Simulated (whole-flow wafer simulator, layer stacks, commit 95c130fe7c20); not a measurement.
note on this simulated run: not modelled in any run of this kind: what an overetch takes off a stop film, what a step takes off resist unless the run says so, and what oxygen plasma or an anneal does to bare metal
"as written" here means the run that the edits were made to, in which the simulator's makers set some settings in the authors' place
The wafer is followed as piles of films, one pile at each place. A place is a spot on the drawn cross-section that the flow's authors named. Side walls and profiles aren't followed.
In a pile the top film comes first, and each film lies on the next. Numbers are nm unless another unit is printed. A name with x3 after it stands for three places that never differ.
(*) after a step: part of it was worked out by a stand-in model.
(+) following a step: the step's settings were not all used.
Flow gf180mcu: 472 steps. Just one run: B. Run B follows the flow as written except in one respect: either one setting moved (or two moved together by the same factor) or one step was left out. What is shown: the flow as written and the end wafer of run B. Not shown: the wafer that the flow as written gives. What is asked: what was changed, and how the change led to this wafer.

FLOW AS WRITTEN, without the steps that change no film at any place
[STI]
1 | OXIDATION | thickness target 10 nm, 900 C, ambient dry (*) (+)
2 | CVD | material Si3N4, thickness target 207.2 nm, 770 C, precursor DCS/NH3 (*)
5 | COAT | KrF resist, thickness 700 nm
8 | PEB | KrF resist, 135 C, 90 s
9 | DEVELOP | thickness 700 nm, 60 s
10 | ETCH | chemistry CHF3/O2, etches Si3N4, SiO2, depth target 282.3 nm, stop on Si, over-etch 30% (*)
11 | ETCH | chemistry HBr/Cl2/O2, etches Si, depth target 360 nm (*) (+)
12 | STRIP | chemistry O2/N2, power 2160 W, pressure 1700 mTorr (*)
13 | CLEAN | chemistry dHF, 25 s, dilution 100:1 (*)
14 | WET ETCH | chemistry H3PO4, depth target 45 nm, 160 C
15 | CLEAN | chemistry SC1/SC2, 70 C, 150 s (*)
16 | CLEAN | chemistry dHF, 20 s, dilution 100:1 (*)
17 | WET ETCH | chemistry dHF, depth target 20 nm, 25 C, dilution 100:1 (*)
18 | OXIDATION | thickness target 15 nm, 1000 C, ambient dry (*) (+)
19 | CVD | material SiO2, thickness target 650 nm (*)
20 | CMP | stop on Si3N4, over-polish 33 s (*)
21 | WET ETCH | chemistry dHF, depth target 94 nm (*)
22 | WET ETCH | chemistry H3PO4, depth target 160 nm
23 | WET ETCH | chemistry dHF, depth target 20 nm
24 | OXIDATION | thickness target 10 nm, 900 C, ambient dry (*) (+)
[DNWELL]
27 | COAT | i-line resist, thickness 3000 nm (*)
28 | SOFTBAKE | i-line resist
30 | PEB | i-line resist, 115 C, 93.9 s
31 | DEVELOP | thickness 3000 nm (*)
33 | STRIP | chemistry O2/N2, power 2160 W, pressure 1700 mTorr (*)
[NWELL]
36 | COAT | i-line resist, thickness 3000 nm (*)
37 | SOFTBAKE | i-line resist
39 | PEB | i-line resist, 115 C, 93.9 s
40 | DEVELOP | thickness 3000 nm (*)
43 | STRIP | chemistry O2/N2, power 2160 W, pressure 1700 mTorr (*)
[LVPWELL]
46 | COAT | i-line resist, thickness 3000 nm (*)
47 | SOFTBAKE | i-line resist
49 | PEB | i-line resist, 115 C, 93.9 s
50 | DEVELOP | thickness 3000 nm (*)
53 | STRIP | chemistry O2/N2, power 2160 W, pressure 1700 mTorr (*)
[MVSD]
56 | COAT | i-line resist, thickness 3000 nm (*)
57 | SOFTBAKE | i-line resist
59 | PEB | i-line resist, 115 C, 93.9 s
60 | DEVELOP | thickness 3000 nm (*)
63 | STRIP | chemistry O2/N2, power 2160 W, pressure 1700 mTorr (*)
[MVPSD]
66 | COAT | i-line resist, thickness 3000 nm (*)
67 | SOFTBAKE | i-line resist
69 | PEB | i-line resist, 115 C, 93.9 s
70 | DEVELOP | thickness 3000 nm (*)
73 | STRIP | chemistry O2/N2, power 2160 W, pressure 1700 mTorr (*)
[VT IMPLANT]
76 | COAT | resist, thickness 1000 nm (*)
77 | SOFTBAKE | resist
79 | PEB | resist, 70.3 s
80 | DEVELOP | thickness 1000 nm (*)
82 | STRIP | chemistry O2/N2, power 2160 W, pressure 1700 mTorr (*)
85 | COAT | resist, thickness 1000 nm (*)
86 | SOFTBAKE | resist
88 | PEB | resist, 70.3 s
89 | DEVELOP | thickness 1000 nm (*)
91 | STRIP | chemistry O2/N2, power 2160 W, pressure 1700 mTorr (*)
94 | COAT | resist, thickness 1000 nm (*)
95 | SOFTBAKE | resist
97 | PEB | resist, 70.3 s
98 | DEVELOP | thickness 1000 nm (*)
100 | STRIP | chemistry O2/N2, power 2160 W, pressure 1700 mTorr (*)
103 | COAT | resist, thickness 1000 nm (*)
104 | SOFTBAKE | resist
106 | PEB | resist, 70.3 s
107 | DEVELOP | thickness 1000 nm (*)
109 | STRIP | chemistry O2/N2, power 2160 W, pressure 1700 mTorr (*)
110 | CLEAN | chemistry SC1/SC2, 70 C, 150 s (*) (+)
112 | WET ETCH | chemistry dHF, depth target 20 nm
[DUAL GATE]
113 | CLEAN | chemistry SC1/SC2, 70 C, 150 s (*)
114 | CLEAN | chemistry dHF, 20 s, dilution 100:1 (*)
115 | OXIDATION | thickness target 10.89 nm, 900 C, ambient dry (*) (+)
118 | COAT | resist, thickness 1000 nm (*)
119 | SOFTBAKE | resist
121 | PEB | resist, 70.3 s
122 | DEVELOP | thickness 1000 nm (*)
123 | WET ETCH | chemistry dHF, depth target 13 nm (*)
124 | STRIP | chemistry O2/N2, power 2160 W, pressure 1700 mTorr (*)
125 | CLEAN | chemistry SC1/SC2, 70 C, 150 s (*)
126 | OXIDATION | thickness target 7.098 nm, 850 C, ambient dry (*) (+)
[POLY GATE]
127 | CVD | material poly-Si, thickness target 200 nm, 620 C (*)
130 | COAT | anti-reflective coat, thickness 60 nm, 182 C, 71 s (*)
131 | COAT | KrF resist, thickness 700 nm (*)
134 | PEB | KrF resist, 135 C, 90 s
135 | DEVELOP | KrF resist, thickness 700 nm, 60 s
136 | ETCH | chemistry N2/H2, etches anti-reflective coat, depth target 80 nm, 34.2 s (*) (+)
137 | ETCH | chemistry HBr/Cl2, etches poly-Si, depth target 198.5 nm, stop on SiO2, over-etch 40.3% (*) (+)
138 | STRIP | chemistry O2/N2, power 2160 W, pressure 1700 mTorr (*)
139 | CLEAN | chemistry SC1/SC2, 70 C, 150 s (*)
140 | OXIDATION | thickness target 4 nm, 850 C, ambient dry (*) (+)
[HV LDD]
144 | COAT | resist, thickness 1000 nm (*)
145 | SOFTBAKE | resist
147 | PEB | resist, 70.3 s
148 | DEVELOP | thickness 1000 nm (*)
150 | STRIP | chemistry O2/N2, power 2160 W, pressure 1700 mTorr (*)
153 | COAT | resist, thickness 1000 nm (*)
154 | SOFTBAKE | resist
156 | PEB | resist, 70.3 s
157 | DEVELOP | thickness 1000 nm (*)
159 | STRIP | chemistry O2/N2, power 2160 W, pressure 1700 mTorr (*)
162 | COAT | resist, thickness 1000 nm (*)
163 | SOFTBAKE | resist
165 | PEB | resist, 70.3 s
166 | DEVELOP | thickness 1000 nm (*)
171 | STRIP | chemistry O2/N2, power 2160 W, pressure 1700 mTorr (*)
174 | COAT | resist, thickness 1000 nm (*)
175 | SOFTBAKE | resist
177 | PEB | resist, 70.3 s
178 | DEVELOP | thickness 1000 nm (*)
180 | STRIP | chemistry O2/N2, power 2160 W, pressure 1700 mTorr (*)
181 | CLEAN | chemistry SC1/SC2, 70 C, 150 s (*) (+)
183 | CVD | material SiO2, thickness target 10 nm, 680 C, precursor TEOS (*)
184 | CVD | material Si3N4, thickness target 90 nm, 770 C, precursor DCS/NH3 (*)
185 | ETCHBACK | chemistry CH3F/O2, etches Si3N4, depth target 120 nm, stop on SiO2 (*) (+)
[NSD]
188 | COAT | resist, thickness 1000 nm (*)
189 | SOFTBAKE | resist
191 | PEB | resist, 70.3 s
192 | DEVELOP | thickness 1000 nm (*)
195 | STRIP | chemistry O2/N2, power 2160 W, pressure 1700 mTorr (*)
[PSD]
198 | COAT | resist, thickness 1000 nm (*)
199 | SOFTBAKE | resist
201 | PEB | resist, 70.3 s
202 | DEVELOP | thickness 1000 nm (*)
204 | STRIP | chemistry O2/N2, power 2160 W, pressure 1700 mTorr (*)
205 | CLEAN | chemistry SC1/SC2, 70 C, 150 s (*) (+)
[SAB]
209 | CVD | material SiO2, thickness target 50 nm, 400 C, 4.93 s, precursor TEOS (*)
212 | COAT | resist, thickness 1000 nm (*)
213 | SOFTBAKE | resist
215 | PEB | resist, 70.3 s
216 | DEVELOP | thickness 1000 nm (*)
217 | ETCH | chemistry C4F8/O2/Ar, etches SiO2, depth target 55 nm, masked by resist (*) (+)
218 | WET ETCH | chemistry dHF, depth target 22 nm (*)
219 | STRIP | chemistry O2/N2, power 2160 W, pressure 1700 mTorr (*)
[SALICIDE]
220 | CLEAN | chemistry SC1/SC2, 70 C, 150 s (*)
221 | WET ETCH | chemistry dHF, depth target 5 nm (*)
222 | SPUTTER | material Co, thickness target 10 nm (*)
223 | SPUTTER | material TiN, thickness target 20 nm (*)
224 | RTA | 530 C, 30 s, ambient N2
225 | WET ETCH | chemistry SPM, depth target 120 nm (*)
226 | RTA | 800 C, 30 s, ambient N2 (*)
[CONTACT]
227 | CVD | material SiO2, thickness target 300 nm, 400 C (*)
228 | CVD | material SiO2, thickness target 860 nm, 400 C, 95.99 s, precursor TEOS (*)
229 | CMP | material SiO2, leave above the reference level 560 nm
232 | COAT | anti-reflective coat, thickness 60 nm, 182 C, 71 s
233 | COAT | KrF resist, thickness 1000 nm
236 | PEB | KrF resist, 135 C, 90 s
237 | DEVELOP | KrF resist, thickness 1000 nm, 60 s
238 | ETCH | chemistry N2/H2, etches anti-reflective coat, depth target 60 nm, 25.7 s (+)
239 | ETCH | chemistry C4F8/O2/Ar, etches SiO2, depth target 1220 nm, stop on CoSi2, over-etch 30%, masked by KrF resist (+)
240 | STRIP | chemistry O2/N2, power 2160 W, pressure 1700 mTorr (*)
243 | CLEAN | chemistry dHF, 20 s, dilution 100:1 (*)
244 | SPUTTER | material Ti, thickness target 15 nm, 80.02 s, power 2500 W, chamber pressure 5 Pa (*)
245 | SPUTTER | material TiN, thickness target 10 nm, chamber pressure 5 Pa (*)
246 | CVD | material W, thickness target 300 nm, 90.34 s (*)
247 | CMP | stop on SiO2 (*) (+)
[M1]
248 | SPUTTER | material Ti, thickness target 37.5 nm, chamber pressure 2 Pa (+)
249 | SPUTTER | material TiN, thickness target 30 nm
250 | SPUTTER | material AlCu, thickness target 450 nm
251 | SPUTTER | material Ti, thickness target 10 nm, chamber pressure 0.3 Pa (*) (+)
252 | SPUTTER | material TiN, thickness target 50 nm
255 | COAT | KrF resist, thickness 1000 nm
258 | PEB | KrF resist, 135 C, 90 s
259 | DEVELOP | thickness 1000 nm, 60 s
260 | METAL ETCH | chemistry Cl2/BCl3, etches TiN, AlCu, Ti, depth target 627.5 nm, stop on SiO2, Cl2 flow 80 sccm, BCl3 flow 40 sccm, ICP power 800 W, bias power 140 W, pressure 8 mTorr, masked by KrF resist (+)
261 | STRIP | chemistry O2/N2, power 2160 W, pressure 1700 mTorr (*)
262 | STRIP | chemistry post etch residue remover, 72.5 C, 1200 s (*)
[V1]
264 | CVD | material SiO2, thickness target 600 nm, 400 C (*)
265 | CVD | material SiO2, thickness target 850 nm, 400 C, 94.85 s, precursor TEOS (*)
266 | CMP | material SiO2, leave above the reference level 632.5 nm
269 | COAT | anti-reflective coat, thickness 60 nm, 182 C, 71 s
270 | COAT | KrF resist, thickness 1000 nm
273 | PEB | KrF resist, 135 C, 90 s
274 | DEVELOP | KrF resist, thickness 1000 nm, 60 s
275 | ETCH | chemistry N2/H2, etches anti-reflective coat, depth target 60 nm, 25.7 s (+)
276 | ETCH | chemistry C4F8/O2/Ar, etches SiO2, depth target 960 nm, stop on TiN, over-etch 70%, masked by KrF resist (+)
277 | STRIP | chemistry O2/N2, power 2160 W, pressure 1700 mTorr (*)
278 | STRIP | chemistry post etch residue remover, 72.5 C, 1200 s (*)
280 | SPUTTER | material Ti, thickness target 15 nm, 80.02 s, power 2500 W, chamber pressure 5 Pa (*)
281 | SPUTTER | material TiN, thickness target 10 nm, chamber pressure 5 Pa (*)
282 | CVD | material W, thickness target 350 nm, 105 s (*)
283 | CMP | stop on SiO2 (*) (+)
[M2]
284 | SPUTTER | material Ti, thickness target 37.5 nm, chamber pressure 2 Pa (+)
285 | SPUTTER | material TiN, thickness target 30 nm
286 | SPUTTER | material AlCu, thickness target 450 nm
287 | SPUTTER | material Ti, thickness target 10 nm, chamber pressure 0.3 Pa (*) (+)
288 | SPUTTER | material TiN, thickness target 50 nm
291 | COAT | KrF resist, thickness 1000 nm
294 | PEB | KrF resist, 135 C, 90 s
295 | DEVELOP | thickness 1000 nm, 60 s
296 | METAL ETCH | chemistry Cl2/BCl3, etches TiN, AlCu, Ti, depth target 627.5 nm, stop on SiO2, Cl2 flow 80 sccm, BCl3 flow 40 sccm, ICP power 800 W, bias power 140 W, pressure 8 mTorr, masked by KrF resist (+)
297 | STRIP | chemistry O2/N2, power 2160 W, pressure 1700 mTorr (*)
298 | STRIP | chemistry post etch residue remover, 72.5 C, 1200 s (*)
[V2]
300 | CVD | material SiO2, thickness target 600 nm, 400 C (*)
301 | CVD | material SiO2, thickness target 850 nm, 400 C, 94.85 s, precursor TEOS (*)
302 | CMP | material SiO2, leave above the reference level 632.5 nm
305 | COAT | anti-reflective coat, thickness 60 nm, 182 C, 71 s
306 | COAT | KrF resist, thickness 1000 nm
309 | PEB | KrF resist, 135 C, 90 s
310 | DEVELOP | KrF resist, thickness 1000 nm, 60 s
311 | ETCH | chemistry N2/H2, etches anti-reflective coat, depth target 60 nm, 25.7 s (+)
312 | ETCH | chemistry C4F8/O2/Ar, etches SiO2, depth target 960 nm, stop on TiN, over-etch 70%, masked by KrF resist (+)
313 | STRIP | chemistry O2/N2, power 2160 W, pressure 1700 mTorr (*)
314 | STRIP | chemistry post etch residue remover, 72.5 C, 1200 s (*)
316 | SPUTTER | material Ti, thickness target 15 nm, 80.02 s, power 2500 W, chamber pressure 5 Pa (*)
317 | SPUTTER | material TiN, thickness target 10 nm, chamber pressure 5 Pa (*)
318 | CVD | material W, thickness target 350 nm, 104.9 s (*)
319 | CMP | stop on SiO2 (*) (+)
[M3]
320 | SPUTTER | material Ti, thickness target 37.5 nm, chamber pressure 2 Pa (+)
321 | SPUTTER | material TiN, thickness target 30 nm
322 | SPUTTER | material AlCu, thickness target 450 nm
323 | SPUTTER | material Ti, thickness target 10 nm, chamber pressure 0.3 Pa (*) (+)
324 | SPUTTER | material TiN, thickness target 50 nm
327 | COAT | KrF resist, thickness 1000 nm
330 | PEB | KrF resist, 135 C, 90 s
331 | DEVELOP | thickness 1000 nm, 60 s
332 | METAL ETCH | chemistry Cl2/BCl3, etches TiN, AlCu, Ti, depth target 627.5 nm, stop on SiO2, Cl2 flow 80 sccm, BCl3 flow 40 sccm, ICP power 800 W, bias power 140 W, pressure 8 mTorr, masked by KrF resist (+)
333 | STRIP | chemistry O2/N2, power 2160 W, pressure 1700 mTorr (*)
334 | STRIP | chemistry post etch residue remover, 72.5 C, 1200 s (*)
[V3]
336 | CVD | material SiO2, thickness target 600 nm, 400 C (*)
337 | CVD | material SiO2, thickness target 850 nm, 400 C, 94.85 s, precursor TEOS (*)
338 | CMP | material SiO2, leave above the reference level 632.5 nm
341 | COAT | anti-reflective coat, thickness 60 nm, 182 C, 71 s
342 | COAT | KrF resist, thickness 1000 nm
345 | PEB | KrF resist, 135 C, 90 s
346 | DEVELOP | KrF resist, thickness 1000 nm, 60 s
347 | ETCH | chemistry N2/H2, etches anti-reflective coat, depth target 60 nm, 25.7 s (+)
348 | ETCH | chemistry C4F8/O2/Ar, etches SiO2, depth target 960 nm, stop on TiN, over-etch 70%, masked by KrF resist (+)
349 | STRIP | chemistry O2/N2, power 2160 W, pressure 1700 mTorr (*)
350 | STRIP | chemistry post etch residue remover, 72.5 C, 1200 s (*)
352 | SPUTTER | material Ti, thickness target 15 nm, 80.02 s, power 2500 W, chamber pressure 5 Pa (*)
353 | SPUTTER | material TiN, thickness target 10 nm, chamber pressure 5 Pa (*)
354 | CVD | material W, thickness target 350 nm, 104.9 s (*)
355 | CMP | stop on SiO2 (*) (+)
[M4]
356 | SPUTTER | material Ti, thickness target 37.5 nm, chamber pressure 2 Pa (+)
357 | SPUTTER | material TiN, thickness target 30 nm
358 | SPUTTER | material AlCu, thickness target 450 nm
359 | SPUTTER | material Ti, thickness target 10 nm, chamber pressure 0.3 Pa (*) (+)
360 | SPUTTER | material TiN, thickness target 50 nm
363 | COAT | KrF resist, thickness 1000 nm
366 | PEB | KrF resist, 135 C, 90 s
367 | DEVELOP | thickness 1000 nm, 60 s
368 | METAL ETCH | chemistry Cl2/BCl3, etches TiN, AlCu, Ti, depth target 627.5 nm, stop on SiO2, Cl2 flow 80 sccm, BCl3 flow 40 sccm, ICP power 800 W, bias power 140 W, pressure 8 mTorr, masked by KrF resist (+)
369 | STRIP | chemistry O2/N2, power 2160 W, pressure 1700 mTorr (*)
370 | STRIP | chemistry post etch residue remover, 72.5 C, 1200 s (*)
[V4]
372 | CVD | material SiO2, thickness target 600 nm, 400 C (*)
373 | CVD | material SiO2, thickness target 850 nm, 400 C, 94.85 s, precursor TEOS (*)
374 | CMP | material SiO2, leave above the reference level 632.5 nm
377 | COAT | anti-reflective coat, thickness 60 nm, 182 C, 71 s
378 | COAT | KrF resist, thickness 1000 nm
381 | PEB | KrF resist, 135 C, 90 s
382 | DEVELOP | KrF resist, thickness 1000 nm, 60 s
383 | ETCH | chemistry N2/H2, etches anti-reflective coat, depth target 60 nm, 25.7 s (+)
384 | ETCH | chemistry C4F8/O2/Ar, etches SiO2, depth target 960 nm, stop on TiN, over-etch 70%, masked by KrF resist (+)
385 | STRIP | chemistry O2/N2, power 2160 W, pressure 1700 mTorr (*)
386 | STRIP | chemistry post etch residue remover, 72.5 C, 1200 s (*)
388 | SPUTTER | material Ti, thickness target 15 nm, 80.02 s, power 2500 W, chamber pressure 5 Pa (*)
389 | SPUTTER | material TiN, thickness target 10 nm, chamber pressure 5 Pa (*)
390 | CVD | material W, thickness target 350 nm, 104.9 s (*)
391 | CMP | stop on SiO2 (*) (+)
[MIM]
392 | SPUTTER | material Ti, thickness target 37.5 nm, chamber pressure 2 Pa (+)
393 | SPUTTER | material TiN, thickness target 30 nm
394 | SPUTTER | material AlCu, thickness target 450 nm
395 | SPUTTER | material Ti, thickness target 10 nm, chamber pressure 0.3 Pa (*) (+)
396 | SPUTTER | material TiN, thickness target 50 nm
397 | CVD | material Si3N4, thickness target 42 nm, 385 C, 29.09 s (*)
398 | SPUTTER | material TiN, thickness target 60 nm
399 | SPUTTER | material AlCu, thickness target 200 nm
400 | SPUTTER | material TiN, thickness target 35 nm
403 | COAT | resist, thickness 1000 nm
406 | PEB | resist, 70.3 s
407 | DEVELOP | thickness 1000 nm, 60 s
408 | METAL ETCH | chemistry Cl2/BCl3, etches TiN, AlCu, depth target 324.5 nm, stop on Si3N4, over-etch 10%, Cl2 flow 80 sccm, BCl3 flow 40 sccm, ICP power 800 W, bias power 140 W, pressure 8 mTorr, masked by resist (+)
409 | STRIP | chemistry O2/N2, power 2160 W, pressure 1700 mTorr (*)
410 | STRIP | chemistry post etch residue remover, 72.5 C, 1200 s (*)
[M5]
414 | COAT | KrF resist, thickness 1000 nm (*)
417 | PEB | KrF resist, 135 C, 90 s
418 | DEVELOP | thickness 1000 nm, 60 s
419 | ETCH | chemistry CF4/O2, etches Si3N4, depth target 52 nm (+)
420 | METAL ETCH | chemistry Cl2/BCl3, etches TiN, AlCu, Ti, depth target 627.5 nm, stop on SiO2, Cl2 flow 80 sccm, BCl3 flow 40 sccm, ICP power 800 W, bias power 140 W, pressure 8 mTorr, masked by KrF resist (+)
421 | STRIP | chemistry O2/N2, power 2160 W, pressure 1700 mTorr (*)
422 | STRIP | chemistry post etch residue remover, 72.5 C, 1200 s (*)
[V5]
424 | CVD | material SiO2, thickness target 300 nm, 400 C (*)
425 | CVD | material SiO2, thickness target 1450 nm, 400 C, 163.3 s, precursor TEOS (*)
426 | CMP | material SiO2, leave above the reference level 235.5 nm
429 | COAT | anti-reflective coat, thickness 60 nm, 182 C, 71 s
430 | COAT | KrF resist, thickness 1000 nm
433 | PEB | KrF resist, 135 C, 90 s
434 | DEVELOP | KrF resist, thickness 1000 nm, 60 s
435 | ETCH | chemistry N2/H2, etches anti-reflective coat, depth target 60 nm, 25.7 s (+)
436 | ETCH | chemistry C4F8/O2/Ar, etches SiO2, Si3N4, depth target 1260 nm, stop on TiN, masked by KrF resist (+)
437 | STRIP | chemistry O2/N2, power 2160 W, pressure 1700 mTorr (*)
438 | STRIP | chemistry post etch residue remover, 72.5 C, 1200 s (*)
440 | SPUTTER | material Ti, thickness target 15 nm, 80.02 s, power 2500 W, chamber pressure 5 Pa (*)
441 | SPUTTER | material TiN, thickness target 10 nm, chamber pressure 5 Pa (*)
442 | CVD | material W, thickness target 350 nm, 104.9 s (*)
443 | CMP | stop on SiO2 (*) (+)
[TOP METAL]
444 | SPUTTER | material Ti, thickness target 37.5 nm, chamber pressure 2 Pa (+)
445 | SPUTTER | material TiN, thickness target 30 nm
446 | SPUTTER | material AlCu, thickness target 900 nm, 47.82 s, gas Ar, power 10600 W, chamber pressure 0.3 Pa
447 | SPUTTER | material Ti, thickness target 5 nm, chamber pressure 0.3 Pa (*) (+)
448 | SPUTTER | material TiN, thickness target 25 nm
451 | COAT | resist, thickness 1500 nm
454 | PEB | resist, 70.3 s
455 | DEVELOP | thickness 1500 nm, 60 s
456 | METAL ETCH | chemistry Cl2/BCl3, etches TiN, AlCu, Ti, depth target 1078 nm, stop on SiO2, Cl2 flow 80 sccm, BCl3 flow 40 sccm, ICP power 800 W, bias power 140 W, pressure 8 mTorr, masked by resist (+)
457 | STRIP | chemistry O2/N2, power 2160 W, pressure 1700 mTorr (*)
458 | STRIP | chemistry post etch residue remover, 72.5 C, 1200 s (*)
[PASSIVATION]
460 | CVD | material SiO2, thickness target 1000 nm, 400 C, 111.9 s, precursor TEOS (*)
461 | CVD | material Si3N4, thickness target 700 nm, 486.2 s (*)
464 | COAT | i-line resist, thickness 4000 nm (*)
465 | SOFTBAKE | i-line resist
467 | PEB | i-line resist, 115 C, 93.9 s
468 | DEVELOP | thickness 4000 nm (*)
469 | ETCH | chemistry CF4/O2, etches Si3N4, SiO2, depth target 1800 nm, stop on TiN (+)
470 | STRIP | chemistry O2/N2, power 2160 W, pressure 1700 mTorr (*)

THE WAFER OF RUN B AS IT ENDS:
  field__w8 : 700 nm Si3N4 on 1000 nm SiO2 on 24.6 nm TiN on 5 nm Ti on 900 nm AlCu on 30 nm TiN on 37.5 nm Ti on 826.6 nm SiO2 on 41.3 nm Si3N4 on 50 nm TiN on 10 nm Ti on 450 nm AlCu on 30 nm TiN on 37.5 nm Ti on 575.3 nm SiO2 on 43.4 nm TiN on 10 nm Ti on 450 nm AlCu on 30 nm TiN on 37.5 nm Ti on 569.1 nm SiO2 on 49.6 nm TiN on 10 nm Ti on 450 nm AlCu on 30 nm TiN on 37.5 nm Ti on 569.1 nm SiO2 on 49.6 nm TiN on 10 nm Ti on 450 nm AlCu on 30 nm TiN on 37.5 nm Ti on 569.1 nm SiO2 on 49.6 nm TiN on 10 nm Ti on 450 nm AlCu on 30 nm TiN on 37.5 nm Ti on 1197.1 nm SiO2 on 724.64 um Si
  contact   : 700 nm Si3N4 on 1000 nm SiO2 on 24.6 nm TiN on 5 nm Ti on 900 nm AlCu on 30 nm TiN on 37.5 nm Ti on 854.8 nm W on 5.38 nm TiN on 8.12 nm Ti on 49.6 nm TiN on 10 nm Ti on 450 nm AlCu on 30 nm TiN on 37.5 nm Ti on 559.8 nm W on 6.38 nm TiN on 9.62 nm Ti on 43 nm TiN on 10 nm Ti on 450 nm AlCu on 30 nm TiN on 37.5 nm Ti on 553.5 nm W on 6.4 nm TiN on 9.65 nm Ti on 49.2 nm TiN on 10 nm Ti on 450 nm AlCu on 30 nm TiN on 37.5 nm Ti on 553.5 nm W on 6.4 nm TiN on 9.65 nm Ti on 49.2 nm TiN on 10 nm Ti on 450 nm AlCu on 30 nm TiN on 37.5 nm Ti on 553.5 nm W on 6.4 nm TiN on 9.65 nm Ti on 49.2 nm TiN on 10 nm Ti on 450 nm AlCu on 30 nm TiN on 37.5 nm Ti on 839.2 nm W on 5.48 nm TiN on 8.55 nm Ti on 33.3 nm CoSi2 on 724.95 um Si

The reason: step 360, SPUTTER: thickness target 43.8 nm was run, while the flow as written has thickness target 50 nm.

Step by step, how the change led to this:
  360 | SPUTTER | material TiN, thickness target 50 nm
      field, field__w1, field__w2 and 108 more: TiN gains 43.8 (new film) (in the flow as written it would be: TiN gains 50 (new film))
  368 | METAL ETCH | chemistry Cl2/BCl3, etches TiN, AlCu, Ti, depth target 627.5 nm, stop on SiO2, Cl2 flow 80 sccm, BCl3 flow 40 sccm, ICP power 800 W, bias power 140 W, pressure 8 mTorr, masked by KrF resist (+)
      field, field__w1, field__w2 and 103 more: TiN loses 43.8 (all of it), Ti loses 10 (all of it), AlCu loses 450 (all of it), TiN loses 30 (all of it), Ti loses 37.5 (all of it) (in the flow as written it would be: TiN loses 50 (all of it), Ti loses 10 (all of it), AlCu loses 450 (all of it), TiN loses 30 (all of it), Ti loses 37.5 (all of it))
